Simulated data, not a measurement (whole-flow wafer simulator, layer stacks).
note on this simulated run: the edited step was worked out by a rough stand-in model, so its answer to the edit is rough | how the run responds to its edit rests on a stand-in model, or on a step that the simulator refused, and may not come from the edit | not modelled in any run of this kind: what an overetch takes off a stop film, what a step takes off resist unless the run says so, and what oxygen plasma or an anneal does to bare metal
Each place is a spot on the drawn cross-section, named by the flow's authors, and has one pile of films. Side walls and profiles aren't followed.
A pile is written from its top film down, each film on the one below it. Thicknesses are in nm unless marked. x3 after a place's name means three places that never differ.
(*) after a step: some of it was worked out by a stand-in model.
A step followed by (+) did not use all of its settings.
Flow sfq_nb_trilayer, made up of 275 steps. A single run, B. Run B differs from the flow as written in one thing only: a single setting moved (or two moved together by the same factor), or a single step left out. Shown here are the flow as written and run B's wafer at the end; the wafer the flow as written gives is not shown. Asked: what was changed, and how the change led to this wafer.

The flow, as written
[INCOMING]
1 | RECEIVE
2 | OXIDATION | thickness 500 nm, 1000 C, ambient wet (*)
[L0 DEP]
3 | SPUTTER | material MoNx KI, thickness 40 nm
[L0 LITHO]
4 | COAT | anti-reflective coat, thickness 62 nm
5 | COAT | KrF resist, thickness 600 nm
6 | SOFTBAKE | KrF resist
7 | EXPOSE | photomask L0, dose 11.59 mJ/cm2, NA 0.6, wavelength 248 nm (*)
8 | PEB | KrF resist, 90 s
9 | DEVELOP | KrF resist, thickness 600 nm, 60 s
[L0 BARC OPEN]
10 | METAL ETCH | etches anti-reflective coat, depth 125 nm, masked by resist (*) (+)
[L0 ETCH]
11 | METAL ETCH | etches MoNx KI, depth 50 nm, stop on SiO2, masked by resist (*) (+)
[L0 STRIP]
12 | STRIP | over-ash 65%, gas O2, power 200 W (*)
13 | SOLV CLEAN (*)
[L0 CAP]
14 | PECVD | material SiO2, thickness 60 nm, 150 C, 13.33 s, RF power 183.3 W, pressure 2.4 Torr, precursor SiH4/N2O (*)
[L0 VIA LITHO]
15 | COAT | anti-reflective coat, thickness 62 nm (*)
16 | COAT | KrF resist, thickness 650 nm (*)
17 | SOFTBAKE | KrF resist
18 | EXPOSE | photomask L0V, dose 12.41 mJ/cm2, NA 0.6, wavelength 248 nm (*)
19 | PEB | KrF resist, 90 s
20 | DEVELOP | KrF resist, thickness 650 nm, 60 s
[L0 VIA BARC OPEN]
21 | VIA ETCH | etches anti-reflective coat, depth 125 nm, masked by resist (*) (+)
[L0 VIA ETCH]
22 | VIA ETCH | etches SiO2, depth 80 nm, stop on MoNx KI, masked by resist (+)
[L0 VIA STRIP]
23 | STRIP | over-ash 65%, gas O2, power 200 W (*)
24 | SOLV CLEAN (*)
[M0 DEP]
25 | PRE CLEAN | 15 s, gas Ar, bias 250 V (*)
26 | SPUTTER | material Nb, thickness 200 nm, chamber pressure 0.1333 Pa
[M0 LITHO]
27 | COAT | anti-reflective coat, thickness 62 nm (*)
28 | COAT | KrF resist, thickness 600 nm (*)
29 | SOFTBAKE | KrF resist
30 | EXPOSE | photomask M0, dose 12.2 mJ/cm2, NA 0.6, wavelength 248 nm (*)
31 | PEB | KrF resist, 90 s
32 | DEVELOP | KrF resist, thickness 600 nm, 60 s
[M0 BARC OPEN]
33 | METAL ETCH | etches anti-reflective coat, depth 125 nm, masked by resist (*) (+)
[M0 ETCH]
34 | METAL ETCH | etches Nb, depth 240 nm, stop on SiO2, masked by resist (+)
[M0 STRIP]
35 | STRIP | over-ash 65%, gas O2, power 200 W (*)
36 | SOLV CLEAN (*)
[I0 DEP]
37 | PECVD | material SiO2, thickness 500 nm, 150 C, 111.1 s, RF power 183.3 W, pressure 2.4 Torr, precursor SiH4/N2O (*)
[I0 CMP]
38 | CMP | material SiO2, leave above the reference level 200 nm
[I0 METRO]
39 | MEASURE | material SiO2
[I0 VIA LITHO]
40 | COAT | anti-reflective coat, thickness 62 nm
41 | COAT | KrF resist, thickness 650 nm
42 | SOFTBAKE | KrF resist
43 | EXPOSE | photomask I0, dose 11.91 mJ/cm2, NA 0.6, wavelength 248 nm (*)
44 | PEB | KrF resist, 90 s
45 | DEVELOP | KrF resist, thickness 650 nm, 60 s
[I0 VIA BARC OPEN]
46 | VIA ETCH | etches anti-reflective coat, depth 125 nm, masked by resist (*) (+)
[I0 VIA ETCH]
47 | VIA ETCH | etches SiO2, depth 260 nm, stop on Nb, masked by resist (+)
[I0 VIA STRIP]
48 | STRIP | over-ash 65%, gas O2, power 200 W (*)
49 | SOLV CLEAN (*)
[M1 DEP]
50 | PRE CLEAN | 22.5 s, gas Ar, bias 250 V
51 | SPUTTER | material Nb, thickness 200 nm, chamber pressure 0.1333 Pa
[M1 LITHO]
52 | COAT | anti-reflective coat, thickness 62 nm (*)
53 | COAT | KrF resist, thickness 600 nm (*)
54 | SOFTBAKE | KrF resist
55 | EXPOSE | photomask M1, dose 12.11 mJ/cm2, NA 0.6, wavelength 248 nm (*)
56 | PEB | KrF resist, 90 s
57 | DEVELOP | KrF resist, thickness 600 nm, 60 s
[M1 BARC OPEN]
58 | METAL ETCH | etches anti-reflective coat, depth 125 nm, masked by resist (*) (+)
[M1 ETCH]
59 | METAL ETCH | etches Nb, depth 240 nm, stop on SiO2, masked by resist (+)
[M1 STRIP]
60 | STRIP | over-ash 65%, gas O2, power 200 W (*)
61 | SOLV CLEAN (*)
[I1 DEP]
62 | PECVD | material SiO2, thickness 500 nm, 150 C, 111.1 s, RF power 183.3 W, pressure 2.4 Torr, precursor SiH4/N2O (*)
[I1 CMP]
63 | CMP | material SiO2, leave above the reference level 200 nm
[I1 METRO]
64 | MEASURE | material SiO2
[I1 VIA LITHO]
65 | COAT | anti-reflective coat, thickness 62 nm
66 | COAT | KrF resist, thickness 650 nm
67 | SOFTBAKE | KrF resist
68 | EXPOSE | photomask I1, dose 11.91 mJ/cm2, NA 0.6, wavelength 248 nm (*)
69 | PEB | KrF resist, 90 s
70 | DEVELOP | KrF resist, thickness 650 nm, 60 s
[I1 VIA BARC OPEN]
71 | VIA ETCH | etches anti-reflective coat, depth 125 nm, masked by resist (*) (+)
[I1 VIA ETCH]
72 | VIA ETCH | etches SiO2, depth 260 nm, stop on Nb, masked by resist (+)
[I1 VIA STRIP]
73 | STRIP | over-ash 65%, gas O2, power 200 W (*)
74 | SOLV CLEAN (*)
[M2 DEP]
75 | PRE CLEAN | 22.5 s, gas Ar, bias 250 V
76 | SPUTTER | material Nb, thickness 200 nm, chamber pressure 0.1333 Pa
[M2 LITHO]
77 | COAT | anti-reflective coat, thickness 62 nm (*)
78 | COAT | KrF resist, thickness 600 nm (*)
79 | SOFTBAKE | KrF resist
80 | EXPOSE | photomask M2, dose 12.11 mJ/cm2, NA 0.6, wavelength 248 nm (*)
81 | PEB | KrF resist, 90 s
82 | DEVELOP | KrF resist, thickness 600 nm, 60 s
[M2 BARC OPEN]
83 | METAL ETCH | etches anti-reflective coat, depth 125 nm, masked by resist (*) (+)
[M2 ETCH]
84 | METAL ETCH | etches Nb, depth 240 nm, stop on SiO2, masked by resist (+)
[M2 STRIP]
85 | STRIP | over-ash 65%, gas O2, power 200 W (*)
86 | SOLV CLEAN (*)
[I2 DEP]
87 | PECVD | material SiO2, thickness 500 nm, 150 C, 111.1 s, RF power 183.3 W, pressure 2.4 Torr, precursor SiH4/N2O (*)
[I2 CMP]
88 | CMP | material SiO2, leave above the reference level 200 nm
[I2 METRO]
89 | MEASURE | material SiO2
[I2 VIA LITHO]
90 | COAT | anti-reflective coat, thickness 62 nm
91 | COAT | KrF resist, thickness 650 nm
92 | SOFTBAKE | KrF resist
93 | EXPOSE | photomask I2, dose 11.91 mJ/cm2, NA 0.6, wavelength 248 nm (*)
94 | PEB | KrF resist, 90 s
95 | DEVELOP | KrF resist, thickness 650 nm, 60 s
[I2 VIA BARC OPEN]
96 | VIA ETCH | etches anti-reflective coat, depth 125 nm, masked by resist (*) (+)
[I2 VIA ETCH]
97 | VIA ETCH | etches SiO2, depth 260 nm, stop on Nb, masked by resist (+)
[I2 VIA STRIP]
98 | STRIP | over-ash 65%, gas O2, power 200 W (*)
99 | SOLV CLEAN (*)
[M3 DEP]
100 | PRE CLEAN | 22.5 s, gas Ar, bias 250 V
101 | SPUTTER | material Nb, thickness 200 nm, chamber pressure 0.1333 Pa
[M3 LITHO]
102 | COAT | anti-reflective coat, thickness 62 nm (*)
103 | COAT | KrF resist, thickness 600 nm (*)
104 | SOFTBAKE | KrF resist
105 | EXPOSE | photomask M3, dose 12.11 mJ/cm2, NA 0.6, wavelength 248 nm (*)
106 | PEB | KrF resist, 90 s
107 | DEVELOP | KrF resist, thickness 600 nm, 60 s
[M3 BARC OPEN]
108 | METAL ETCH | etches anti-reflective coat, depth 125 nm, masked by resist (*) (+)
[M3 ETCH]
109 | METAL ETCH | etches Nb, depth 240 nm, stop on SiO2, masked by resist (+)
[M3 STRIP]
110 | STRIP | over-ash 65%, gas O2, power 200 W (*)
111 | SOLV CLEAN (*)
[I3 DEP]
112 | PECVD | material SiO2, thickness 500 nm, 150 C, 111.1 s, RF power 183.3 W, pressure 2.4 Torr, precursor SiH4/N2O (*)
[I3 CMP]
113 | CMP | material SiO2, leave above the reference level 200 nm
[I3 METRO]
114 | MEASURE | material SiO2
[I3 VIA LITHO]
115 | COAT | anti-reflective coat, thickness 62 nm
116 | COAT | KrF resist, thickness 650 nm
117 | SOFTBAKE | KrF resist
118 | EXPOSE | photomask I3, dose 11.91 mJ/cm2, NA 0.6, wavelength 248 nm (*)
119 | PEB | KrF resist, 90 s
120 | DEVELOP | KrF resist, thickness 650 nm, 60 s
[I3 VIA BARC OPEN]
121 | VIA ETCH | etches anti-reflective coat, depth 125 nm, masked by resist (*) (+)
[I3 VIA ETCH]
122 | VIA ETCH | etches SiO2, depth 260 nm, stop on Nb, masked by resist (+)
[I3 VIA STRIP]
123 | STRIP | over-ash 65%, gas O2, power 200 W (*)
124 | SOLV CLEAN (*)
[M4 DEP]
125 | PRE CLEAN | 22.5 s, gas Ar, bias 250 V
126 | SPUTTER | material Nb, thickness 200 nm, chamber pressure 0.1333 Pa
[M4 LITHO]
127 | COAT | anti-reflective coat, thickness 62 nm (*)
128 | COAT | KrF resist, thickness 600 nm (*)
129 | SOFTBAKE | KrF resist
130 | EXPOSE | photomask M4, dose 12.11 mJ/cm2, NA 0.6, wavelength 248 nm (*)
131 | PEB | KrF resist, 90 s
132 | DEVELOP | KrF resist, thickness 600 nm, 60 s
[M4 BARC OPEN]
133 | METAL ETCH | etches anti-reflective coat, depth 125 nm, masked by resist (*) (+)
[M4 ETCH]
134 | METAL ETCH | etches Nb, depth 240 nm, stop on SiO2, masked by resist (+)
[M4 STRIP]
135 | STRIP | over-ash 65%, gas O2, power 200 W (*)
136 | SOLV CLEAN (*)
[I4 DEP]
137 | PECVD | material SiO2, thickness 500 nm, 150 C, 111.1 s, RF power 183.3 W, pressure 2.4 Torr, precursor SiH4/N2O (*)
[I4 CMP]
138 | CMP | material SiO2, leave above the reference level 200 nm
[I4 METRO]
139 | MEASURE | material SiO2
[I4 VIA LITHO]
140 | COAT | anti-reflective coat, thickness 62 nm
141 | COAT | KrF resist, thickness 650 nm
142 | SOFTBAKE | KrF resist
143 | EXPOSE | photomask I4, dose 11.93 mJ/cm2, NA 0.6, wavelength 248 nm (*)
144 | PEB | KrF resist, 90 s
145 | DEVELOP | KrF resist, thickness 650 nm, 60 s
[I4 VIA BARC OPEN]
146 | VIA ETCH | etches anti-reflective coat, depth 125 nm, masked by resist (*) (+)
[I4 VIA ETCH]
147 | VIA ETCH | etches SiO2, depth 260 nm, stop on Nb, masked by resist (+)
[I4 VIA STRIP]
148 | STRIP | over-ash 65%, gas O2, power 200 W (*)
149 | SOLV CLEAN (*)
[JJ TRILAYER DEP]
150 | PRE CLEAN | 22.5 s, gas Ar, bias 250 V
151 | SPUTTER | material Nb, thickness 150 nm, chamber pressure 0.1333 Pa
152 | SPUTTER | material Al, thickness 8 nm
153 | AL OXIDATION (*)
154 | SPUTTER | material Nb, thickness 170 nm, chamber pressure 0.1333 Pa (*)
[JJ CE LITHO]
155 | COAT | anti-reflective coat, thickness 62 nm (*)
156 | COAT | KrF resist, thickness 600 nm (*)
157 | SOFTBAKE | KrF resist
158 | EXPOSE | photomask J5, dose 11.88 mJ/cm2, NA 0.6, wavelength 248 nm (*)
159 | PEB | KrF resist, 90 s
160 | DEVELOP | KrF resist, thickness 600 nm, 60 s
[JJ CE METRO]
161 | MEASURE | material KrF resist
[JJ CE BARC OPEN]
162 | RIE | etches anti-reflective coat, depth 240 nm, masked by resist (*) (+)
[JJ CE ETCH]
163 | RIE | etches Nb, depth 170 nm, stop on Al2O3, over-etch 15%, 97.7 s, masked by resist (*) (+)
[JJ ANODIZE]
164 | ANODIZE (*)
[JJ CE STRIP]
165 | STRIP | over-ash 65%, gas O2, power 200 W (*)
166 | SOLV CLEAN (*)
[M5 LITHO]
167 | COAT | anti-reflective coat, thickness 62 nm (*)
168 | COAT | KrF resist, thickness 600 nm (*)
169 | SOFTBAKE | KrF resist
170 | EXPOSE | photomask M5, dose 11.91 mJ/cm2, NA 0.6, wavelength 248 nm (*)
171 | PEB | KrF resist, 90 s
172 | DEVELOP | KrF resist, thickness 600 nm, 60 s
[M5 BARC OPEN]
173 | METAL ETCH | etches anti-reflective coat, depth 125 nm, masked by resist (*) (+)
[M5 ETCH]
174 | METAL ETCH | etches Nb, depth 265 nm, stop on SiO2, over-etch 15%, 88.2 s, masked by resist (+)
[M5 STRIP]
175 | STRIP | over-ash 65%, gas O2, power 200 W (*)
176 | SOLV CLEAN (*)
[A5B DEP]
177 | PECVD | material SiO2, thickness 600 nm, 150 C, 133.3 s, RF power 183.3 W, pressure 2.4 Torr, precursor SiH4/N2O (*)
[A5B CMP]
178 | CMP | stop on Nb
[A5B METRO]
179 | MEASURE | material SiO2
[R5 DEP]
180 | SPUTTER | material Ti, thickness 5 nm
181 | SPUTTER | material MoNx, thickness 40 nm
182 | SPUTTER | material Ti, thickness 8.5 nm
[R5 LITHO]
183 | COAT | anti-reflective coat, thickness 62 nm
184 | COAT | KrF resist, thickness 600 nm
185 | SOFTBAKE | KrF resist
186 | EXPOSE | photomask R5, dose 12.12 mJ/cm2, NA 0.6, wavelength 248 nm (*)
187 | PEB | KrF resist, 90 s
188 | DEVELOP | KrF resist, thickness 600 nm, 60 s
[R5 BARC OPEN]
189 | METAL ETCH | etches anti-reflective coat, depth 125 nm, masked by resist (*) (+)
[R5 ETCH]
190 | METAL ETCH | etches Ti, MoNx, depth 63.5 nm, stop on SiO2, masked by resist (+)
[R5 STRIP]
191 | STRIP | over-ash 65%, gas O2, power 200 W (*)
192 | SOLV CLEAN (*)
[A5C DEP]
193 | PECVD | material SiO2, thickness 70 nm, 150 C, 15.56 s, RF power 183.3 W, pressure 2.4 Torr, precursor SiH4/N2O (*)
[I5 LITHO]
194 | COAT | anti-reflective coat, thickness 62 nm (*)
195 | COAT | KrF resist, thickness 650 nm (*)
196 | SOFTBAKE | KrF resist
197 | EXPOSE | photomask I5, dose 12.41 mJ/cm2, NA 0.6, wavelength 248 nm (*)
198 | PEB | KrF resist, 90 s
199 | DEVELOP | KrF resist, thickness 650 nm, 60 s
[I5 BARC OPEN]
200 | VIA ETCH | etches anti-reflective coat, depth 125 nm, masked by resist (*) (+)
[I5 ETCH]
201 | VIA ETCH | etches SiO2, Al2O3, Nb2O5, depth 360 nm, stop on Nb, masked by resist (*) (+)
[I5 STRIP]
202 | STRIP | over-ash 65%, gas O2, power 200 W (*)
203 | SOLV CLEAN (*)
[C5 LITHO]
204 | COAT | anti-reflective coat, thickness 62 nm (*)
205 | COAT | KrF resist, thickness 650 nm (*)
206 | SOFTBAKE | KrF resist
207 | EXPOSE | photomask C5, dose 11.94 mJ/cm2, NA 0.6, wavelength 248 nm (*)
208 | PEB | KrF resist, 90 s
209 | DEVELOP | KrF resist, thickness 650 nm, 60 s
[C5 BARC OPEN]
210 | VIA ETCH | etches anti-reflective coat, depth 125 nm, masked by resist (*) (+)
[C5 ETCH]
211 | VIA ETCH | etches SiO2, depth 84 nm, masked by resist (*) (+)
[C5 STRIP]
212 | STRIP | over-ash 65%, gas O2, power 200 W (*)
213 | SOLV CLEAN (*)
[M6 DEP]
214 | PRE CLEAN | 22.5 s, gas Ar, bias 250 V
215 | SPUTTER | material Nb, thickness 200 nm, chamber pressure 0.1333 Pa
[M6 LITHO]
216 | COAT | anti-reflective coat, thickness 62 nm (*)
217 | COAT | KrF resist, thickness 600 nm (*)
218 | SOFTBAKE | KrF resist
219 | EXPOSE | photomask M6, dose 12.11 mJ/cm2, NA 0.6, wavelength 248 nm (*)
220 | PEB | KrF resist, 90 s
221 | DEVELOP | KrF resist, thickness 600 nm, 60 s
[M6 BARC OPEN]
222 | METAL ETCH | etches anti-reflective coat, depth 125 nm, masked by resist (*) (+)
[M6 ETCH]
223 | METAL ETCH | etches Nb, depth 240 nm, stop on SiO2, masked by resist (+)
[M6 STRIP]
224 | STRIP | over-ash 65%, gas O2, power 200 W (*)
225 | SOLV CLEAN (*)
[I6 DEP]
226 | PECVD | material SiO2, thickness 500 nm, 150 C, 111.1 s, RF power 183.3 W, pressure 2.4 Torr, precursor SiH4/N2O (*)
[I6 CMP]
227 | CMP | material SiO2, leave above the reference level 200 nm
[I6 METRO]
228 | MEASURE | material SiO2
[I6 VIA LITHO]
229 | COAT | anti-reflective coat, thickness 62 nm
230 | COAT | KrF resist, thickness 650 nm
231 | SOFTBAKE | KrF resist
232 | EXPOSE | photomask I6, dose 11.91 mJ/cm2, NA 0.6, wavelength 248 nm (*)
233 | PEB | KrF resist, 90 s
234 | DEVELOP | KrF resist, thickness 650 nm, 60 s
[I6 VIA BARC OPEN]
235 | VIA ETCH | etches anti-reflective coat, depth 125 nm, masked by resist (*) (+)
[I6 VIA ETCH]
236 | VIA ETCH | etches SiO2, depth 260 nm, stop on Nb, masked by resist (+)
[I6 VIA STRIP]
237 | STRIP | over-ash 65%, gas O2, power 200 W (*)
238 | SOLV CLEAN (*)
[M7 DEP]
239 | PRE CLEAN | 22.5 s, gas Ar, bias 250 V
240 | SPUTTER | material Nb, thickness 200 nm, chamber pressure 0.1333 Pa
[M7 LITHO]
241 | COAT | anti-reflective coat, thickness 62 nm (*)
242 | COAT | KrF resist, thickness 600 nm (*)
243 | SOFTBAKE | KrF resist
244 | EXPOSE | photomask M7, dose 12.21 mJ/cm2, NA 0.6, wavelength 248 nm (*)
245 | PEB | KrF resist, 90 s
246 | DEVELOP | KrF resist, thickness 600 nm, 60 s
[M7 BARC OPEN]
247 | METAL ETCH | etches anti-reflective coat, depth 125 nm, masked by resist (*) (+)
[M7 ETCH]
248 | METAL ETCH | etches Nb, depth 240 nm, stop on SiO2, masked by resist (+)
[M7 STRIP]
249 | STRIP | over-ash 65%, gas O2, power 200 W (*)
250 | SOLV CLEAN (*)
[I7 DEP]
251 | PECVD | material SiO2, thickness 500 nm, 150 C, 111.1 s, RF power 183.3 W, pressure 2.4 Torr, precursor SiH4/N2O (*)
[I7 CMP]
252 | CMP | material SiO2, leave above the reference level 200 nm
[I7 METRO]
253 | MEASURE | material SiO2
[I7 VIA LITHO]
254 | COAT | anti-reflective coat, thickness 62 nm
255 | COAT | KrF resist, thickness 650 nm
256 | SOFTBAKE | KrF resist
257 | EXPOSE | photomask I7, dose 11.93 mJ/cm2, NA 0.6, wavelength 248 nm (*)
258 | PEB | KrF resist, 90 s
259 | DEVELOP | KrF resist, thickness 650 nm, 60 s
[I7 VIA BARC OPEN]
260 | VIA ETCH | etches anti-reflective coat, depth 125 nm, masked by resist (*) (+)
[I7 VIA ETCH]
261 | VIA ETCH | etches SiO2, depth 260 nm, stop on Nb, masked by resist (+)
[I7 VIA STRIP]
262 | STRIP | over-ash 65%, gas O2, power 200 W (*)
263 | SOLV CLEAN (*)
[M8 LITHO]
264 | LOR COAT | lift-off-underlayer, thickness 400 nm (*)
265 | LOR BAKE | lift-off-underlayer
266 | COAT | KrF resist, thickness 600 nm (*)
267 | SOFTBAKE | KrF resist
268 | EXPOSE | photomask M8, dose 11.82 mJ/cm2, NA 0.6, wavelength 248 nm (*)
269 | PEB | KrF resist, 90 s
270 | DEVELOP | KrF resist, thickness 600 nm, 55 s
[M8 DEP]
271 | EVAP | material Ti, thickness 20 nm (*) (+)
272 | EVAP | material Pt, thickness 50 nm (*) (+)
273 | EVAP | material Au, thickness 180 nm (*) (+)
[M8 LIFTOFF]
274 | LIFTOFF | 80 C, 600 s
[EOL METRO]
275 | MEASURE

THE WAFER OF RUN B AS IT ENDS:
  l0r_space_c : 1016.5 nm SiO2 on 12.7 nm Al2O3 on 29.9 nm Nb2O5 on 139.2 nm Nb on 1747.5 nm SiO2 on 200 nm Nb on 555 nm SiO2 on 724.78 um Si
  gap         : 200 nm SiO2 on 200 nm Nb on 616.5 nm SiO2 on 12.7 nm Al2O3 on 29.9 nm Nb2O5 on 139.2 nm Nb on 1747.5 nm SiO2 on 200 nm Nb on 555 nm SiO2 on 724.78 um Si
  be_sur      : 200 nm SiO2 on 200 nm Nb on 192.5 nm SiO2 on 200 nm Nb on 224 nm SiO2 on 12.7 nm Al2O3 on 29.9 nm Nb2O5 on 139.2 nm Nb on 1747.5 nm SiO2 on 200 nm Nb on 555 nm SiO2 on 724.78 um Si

What caused this: step 137, PECVD: thickness 385 nm was run, while the flow as written has thickness 500 nm; step 137, PECVD: 85.56 s was run, where the flow has 111.1 s.

The path from the change to this, step by step:
  137 | PECVD | material SiO2, thickness 500 nm, 150 C, 111.1 s, RF power 183.3 W, pressure 2.4 Torr, precursor SiH4/N2O (*)
      field_l, be, be_sur and 55 more: +385 SiO2 (it would be, as written: +500 SiO2)
      v_sur, via_wl, via_w and 35 more: +385 SiO2 (new film) (it would be, as written: +500 SiO2 (new film))
      (as well as at 10 more places)
  138 | CMP | material SiO2, leave above the reference level 200 nm
      field_l, be, be_sur and 55 more: nothing (it would be, as written: -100 SiO2)
      p3_s0, p3_s1, p3_s2, p3_s3, p3_s4, p3_s5: nothing (it would be, as written: -157.1 SiO2)
      (as well as at 42 more places)
  140 | COAT | anti-reflective coat, thickness 62 nm
      ln_m6, p3_l1, p3_l2, p3_l3, p3_l4, p3_l5, p3_l6: +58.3 anti-reflective coat (new film) (it would be, as written: +62 anti-reflective coat (new film))
      be, p3_fr, wl_g_sr, m0r_space_l, m6r_space_l, m7r_space_l: +64.1 anti-reflective coat (new film) (it would be, as written: +62 anti-reflective coat (new film))
      (as well as at 34 more places)
  148 | STRIP | over-ash 65%, gas O2, power 200 W (*)
      p3_s1, p3_s2, p3_s3: -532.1 KrF resist (all of it), -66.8 anti-reflective coat (all of it) (it would be, as written: -528.6 KrF resist (all of it), -62 anti-reflective coat (all of it))
      p3_l2, p3_l3, p3_l4: -525.7 KrF resist (all of it), -58.3 anti-reflective coat (all of it) (it would be, as written: -528.6 KrF resist (all of it), -62 anti-reflective coat (all of it))
      (as well as at 41 more places)
  155 | COAT | anti-reflective coat, thickness 62 nm (*)
      p3_fr, m0r_space_l, m0r_space_r, m6r_space_l, m6r_space_r, m7r_space_l, m7r_space_r: +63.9 anti-reflective coat (new film) (it would be, as written: +62 anti-reflective coat (new film))
      p3_s0, p3_s1, p3_s2, p3_s3, p3_s4, p3_s5: +65.9 anti-reflective coat (new film) (it would be, as written: +62 anti-reflective coat (new film))
      (as well as at 32 more places)
  162 | RIE | etches anti-reflective coat, depth 240 nm, masked by resist (*) (+)
      p3_fr, m0r_space_l, m0r_space_r, m6r_space_l, m6r_space_r, m7r_space_l, m7r_space_r: -63.9 anti-reflective coat (all of it) (it would be, as written: -62 anti-reflective coat (all of it))
      p3_s0, p3_s1, p3_s2, p3_s3, p3_s4, p3_s5: -65.9 anti-reflective coat (all of it) (it would be, as written: -62 anti-reflective coat (all of it))
      (as well as at 32 more places)
  167 | COAT | anti-reflective coat, thickness 62 nm (*)
      p3_s0, p3_s1, p3_s2, p3_s3, p3_s4, p3_s5: +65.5 anti-reflective coat (new film) (it would be, as written: +62 anti-reflective coat (new film))
      p3_l1, p3_l2, p3_l3, p3_l4, p3_l5, p3_l6: +57 anti-reflective coat (new film) (it would be, as written: +62 anti-reflective coat (new film))
      (as well as at 33 more places)
  173 | METAL ETCH | etches anti-reflective coat, depth 125 nm, masked by resist (*) (+)
      p3_s0, p3_s1, p3_s2, p3_s3, p3_s4, p3_s5: -65.5 anti-reflective coat (all of it), -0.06 Al2O3 (it would be, as written: -62 anti-reflective coat (all of it), -0.06 Al2O3)
      p3_l1, p3_l2, p3_l3, p3_l4, p3_l5, p3_l6: -57 anti-reflective coat (all of it), -0.07 Al2O3 (it would be, as written: -62 anti-reflective coat (all of it), -0.06 Al2O3)
      (as well as at 14 more places)
  175 | STRIP | over-ash 65%, gas O2, power 200 W (*)
      m0r_space_l, m6r_space_l, m7r_space_l: -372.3 KrF resist (all of it), -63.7 anti-reflective coat (all of it) (it would be, as written: -371.2 KrF resist (all of it), -62 anti-reflective coat (all of it))
      m0r_space_r, m6r_space_r, m7r_space_r: -372.3 KrF resist (all of it), -63.8 anti-reflective coat (all of it) (it would be, as written: -371.2 KrF resist (all of it), -62 anti-reflective coat (all of it))
      (as well as at 13 more places)
  178 | CMP | stop on Nb
      ce_l, c5j, ce_r: -585 SiO2 (it would be, as written: -600 SiO2 (all of it))
      be, be_sur, gap and 34 more: -438.5 SiO2 (it would be, as written: -453.5 SiO2)
      (as well as at 27 more places)
  190 | METAL ETCH | etches Ti, MoNx, depth 63.5 nm, stop on SiO2, masked by resist (+)
      ce_l, c5j, ce_r: -8.5 Ti (all of it), -40 MoNx (all of it), -5 Ti (all of it) (it would be, as written: -8.5 Ti (all of it), -40 MoNx (all of it), -5 Ti (all of it), -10 Nb)
  193 | PECVD | material SiO2, thickness 70 nm, 150 C, 15.56 s, RF power 183.3 W, pressure 2.4 Torr, precursor SiH4/N2O (*)
      ce_l, c5j, ce_r: +70 SiO2 (it would be, as written: +70 SiO2 (new film))
  194 | COAT | anti-reflective coat, thickness 62 nm (*)
      jj_sur: +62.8 anti-reflective coat (new film) (it would be, as written: +60.8 anti-reflective coat (new film))
      ce_l: +62.7 anti-reflective coat (new film) (it would be, as written: +67.2 anti-reflective coat (new film))
      (as well as at 3 more places)
  201 | VIA ETCH | etches SiO2, Al2O3, Nb2O5, depth 360 nm, stop on Nb, masked by resist (*) (+)
      be: -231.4 SiO2 (all of it), -12.7 Al2O3 (all of it), -29.9 Nb2O5 (all of it) (it would be, as written: -216.4 SiO2 (all of it), -12.7 Al2O3 (all of it), -29.9 Nb2O5 (all of it))
  202 | STRIP | over-ash 65%, gas O2, power 200 W (*)
      jj_sur: -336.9 KrF resist (all of it), -62.8 anti-reflective coat (all of it) (it would be, as written: -337.2 KrF resist (all of it), -60.8 anti-reflective coat (all of it))
      ce_l: -337.9 KrF resist (all of it), -62.7 anti-reflective coat (all of it) (it would be, as written: -341.5 KrF resist (all of it), -67.2 anti-reflective coat (all of it))
      (as well as at 3 more places)
  204 | COAT | anti-reflective coat, thickness 62 nm (*)
      wire: +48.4 anti-reflective coat (new film) (it would be, as written: +47.4 anti-reflective coat (new film))
      be: +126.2 anti-reflective coat (new film) (it would be, as written: +122.2 anti-reflective coat (new film))
      (as well as at 5 more places)
  ... 8 other steps ...
  227 | CMP | material SiO2, leave above the reference level 200 nm
      ce_l, ce_r: -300 SiO2 (it would be, as written: -290 SiO2)
      c5j: -233 SiO2 (it would be, as written: -223 SiO2)
